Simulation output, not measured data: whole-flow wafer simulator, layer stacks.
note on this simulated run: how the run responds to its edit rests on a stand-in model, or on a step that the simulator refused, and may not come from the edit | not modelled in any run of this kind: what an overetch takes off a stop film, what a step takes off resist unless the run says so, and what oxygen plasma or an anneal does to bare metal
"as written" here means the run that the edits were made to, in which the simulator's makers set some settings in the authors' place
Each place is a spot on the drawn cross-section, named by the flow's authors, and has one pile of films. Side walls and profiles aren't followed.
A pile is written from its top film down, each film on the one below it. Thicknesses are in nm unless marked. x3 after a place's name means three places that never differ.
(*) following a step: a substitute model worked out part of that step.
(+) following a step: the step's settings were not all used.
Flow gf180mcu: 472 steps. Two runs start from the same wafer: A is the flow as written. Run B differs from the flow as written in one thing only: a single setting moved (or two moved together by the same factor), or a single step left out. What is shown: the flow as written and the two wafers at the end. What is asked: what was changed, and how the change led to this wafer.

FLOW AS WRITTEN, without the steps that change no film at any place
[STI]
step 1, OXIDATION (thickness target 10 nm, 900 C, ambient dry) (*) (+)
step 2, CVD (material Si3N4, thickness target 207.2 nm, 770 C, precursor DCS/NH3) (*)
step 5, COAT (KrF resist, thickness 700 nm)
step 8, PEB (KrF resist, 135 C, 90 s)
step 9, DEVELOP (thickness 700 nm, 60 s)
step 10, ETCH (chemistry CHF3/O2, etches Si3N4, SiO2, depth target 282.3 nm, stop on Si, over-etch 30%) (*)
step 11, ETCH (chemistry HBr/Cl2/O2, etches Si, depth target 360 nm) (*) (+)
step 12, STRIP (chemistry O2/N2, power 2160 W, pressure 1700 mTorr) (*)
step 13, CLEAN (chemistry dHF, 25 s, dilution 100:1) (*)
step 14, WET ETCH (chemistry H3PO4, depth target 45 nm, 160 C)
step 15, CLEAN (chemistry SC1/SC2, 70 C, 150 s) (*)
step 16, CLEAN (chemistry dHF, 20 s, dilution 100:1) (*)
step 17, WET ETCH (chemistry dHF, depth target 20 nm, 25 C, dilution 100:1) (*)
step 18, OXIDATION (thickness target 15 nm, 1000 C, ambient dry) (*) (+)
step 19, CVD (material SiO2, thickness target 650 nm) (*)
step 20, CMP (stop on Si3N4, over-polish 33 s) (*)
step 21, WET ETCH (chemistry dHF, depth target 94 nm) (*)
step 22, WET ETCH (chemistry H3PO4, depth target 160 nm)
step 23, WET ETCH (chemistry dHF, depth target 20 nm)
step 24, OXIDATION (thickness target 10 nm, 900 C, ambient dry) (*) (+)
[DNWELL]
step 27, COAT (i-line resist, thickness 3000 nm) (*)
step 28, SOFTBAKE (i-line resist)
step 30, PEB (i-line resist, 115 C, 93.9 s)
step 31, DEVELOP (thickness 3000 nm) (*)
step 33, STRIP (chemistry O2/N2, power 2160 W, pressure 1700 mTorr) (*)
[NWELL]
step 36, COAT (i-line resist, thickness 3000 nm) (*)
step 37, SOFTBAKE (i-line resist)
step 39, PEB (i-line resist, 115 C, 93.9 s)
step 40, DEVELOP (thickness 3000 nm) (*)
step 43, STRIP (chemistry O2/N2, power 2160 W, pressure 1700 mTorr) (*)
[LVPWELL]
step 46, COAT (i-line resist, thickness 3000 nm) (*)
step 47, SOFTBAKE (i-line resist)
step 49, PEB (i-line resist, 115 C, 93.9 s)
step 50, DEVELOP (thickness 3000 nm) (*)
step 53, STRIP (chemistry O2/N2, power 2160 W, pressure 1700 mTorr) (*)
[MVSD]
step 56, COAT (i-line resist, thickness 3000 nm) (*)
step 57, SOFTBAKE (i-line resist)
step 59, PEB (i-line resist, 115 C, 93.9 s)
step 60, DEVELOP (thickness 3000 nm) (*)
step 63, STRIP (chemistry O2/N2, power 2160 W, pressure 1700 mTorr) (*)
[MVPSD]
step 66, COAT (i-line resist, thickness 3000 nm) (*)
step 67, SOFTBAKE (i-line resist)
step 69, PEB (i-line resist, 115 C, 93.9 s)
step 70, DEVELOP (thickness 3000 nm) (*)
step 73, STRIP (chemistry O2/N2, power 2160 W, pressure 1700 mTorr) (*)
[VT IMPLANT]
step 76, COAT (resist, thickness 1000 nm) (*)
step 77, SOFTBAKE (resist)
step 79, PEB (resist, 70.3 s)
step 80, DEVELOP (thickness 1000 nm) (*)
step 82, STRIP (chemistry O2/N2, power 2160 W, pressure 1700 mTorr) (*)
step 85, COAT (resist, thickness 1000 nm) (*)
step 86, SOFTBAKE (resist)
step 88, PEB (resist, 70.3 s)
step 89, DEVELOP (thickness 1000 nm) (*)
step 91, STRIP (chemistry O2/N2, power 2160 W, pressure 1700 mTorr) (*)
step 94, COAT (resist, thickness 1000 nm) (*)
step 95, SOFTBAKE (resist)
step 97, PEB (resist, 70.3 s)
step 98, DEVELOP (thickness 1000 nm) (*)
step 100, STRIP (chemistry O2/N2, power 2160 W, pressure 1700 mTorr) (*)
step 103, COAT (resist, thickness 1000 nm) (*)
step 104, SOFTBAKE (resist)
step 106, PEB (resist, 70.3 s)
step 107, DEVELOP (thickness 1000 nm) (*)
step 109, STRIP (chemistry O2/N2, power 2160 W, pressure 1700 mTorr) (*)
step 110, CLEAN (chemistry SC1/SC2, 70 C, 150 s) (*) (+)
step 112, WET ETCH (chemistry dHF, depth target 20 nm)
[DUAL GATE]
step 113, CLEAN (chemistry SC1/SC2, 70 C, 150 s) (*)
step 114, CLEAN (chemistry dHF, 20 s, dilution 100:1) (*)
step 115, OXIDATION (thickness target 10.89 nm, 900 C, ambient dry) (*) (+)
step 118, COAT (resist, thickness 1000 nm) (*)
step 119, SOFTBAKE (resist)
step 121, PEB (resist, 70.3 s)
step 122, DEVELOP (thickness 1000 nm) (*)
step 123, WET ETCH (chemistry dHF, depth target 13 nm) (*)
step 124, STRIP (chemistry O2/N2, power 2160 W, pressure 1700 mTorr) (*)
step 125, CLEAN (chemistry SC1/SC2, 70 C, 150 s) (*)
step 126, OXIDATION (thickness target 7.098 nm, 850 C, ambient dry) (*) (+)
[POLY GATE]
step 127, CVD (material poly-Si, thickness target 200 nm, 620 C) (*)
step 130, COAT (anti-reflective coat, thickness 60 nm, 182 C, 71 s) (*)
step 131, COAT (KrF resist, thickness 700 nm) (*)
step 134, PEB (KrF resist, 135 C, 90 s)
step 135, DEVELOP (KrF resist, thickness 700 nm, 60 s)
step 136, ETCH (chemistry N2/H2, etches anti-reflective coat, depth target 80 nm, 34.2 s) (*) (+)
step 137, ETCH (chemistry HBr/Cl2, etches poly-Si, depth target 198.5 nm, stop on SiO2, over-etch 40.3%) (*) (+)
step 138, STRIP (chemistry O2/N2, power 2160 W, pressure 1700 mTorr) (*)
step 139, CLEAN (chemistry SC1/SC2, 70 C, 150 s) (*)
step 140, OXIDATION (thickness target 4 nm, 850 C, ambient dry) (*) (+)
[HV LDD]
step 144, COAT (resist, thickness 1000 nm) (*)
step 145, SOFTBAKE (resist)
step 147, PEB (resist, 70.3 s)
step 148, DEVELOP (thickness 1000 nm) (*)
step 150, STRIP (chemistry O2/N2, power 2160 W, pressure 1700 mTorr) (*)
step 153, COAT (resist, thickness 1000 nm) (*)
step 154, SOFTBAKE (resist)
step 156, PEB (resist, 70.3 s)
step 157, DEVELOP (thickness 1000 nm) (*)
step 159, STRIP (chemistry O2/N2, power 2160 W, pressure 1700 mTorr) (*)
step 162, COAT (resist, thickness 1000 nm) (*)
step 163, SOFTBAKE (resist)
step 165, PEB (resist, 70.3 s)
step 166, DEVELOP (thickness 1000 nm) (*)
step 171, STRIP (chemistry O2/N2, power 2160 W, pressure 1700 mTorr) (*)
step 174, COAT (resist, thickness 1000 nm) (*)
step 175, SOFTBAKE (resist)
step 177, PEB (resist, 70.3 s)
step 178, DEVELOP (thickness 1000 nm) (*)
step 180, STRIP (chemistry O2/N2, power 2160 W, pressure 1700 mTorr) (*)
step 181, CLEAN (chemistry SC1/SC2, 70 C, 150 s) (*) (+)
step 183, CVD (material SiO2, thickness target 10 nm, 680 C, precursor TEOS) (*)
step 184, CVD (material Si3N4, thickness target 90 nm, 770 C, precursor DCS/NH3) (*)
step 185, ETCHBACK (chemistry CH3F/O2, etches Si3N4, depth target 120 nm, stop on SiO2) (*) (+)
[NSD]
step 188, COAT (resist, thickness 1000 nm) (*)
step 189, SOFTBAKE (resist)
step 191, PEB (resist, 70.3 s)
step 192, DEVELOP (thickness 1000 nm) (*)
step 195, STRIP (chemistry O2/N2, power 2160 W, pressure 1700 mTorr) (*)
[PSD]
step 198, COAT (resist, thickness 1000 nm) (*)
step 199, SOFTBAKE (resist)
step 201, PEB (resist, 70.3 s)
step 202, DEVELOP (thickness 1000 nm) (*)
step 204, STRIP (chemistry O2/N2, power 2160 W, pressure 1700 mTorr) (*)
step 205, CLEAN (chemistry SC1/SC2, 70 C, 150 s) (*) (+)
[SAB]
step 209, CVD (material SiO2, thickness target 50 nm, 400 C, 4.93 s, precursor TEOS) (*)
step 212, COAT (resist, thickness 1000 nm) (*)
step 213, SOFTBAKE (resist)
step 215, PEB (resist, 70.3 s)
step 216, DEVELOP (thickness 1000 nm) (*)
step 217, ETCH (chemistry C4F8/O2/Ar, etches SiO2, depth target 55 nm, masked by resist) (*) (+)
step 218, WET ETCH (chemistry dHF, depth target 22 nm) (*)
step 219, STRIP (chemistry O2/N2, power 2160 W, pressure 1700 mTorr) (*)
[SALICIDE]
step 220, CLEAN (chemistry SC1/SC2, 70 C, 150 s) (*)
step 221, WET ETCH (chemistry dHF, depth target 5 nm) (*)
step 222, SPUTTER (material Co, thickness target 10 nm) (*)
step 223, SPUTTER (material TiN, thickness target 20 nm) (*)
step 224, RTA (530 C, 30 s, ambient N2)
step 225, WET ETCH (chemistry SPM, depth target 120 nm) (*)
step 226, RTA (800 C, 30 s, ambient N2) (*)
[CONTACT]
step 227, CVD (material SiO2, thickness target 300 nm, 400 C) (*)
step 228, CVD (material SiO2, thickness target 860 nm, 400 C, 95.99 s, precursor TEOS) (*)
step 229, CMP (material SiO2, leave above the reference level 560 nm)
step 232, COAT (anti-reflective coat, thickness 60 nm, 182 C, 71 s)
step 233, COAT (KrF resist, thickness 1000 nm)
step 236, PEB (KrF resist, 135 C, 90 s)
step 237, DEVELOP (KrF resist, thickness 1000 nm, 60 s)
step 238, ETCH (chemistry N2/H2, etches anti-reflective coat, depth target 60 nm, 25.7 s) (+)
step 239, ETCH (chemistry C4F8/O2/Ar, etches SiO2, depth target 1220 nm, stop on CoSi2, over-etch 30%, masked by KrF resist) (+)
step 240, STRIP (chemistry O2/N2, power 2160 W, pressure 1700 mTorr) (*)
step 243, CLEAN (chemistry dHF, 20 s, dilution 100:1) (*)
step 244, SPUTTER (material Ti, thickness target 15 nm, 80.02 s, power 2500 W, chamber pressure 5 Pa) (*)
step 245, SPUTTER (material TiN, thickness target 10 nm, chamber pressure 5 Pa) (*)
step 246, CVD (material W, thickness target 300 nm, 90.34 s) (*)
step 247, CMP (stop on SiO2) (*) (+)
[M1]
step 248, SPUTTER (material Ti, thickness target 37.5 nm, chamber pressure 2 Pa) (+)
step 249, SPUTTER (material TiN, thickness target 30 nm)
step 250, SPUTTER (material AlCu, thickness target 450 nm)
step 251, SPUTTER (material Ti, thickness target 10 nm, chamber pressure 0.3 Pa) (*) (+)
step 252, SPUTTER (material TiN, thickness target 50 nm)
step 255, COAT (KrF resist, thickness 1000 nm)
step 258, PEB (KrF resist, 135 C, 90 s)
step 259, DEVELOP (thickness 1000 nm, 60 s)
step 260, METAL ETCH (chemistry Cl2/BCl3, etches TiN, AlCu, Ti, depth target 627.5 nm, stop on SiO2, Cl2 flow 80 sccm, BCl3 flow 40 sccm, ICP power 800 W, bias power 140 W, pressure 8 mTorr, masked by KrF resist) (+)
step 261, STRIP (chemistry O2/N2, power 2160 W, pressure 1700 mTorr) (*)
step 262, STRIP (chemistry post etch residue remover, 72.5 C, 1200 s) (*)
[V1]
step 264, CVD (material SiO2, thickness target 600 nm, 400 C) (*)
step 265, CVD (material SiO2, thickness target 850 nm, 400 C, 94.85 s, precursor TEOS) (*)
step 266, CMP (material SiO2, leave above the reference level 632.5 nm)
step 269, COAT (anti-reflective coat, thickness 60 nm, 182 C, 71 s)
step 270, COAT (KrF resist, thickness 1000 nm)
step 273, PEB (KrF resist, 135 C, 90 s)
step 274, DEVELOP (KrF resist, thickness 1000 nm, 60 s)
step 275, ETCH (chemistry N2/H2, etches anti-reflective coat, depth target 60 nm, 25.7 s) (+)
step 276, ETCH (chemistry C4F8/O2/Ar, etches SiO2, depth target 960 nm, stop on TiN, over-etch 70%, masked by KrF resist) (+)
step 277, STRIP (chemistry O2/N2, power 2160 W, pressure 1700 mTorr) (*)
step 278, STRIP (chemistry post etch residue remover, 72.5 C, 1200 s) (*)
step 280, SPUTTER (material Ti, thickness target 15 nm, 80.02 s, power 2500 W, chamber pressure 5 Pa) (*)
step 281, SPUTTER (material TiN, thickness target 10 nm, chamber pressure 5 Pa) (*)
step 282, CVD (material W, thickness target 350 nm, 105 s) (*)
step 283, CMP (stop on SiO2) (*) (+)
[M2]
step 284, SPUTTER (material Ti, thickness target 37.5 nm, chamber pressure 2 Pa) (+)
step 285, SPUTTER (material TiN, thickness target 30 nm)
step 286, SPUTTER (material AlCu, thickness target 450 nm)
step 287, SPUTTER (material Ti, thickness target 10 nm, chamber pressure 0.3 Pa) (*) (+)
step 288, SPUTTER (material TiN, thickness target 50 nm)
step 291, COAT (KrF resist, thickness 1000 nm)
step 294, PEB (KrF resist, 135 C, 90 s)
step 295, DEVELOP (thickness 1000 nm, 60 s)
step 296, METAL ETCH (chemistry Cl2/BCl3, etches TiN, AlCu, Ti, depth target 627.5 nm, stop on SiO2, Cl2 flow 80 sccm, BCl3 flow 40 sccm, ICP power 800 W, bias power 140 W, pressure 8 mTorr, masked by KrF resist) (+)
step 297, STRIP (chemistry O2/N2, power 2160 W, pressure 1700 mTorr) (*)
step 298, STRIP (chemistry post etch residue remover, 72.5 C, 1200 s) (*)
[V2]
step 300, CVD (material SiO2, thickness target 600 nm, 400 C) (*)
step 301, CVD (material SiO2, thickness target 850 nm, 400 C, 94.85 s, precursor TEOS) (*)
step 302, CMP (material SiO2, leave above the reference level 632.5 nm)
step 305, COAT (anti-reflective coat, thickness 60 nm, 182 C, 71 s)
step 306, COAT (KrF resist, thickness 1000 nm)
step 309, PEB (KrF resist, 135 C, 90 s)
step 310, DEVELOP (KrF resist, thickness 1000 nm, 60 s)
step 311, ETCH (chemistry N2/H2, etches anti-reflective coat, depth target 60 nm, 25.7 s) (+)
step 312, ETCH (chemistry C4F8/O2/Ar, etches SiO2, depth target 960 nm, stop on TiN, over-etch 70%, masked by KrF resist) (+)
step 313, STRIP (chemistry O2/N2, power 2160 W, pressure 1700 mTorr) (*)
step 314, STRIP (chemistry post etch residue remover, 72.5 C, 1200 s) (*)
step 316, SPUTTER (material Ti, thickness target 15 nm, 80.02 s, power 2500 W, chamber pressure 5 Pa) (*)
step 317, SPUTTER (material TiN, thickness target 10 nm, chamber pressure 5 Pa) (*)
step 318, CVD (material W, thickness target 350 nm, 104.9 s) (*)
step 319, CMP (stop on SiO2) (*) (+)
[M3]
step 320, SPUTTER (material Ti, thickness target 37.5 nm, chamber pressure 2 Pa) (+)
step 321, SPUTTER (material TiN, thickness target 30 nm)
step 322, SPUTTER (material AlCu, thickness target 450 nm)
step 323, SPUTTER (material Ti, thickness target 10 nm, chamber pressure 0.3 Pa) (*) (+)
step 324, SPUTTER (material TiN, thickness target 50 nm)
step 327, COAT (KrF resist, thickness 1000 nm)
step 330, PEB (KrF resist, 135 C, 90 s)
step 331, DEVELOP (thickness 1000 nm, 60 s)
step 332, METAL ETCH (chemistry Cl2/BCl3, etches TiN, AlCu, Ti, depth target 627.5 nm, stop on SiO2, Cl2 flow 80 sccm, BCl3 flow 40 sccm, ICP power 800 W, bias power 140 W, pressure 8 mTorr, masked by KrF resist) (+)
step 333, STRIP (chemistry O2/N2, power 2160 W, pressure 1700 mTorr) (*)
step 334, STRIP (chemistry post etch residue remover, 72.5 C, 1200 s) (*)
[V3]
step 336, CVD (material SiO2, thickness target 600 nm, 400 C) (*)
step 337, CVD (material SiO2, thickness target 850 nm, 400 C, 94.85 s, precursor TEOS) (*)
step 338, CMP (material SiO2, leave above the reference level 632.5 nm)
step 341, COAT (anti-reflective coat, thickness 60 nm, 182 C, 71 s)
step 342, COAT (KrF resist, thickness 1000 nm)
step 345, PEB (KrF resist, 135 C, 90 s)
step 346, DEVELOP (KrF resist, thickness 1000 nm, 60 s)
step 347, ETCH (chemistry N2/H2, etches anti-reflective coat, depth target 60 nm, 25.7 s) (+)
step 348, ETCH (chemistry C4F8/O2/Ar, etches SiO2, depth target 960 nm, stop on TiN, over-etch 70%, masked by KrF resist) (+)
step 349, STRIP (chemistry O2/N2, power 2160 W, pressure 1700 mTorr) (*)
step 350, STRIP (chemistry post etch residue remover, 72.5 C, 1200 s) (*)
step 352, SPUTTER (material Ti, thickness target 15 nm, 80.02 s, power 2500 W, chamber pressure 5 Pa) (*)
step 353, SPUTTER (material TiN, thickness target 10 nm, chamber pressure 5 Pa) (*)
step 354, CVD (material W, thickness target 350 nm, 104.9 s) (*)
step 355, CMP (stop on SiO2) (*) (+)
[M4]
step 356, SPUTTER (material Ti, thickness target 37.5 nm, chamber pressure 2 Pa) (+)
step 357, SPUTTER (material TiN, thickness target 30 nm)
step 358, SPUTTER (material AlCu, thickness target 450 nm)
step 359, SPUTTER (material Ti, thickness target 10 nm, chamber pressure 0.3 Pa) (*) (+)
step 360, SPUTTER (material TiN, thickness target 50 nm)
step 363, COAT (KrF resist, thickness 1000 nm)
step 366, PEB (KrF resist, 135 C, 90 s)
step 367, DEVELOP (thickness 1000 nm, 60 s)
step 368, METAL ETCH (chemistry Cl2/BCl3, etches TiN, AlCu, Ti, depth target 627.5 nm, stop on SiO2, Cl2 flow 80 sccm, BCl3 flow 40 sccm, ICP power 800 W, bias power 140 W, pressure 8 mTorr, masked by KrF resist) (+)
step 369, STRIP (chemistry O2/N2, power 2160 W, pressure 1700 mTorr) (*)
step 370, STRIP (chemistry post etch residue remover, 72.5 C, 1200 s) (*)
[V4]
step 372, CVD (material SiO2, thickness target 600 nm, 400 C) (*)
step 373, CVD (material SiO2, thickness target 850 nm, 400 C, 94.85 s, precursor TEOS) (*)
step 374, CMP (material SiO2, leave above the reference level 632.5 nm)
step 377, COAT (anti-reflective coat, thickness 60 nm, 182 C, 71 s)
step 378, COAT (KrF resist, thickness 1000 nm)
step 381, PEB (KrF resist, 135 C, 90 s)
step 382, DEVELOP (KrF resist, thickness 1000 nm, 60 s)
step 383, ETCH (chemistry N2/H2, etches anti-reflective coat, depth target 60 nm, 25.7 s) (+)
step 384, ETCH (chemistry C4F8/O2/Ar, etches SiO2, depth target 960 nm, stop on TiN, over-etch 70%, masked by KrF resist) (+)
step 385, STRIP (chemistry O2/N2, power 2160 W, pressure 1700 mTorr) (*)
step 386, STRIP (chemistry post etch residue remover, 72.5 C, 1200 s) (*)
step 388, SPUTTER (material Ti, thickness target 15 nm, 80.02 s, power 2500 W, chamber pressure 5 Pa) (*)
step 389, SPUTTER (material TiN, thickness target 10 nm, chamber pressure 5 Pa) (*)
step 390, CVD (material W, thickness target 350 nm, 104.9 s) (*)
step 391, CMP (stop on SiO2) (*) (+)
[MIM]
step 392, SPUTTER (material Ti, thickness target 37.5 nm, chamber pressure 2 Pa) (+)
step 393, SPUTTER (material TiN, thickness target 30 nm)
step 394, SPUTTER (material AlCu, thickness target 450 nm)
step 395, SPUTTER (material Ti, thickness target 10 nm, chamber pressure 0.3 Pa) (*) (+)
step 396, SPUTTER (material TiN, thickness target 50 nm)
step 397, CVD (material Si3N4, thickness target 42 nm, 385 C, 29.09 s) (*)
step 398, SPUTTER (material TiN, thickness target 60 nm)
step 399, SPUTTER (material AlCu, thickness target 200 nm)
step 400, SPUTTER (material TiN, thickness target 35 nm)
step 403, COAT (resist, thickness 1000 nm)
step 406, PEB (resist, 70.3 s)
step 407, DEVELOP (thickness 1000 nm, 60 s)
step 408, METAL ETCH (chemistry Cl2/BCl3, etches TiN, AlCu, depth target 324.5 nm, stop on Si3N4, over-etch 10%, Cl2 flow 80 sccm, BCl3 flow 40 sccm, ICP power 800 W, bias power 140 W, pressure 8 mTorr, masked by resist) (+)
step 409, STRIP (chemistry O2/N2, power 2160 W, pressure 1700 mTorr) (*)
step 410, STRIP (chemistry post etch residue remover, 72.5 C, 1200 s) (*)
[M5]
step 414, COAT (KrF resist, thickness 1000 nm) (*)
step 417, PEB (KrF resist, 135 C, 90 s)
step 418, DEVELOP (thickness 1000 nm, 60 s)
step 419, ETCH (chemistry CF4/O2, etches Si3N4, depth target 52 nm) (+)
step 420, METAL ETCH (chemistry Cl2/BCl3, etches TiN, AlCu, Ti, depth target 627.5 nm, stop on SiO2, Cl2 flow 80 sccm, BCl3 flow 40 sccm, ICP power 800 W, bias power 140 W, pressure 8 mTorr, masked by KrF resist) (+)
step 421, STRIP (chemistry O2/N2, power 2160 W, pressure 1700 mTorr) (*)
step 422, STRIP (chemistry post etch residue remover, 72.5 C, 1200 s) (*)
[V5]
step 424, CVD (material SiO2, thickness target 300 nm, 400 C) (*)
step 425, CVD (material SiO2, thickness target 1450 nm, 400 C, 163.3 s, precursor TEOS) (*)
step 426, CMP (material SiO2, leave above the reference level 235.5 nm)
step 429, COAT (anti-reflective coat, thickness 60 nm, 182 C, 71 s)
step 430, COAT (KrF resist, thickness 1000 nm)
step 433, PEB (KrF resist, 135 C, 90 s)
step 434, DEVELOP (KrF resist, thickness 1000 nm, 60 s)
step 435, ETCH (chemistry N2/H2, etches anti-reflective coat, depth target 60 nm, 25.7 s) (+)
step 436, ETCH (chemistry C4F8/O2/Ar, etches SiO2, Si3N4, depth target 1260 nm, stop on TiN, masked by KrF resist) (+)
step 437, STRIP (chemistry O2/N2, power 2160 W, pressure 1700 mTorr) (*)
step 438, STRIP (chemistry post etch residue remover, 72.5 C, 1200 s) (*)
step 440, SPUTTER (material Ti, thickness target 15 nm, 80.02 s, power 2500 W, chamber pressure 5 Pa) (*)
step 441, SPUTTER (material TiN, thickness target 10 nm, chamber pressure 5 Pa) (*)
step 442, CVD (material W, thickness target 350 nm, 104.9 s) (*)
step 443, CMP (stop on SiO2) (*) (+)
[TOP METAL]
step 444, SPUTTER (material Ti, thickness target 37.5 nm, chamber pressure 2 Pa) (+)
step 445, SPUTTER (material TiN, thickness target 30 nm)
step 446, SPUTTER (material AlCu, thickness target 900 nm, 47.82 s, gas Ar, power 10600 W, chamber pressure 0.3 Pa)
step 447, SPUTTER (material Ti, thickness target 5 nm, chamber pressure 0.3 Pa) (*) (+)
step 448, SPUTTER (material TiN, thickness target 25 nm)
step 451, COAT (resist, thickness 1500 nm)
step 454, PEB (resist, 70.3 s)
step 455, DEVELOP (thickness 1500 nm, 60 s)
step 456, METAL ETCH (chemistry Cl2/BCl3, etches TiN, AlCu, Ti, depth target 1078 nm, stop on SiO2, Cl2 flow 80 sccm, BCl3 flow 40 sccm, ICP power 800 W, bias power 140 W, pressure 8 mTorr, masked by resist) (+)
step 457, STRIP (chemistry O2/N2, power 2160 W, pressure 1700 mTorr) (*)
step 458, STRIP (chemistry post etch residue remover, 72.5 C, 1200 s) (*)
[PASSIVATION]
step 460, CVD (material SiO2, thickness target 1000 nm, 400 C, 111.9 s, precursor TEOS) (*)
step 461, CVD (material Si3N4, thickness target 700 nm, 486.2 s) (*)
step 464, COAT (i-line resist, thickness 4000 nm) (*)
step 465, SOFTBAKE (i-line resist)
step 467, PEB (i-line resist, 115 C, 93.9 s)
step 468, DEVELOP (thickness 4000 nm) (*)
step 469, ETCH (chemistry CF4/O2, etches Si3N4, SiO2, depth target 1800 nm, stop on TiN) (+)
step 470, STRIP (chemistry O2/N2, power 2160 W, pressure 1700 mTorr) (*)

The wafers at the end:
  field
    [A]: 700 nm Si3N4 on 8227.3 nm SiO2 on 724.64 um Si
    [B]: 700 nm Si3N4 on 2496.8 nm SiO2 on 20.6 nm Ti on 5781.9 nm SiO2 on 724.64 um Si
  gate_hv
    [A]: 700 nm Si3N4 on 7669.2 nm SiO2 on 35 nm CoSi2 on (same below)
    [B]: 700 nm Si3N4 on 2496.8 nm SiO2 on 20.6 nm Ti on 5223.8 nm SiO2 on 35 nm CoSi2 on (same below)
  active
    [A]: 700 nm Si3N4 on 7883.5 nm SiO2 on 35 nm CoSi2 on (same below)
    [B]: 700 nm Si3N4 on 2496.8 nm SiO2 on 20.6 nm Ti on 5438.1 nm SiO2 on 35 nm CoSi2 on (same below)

The reason: step 394, SPUTTER: thickness target 522 nm was run, whereas the flow has thickness target 450 nm.

Step by step, how the change led to this:
  step 394, SPUTTER (material AlCu, thickness target 450 nm)
      field, field__w1, field__w2 and 108 more: A AlCu gains 450 (new film) | B AlCu gains 522 (new film)
  step 420, METAL ETCH (chemistry Cl2/BCl3, etches TiN, AlCu, Ti, depth target 627.5 nm, stop on SiO2, Cl2 flow 80 sccm, BCl3 flow 40 sccm, ICP power 800 W, bias power 140 W, pressure 8 mTorr, masked by KrF resist) (+)
      field, field__w1, field__w2 and 101 more: A TiN loses 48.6 (all of it), Ti loses 10 (all of it), AlCu loses 450 (all of it), TiN loses 30 (all of it), Ti loses 37.5 (all of it) | B TiN loses 48.6 (all of it), Ti loses 10 (all of it), AlCu loses 522 (all of it), TiN loses 30 (all of it), Ti loses 16.9
  step 424, CVD (material SiO2, thickness target 300 nm, 400 C) (*)
      field, field__w1, field__w2 and 101 more: A SiO2 gains 300 | B SiO2 gains 300 (new film)
  step 426, CMP (material SiO2, leave above the reference level 235.5 nm)
      field, field__w1, field__w5 and 92 more: A SiO2 loses 300.8 | B SiO2 loses 249.4
      field__w2, field__w3, field__w12 and 6 more: A SiO2 loses 272.7 | B SiO2 loses 218.9
If metal films that touch count as one body, field has 1 body; the flow as written gives 0 bodies.
If metal films that touch count as one body, gate_hv has 2 bodies (between them, from the top down: SiO2 5223.8); the flow as written gives 1 body.
If metal films that touch count as one body, active has 2 bodies (between them, from the top down: SiO2 5438.1); the flow as written gives 1 body.
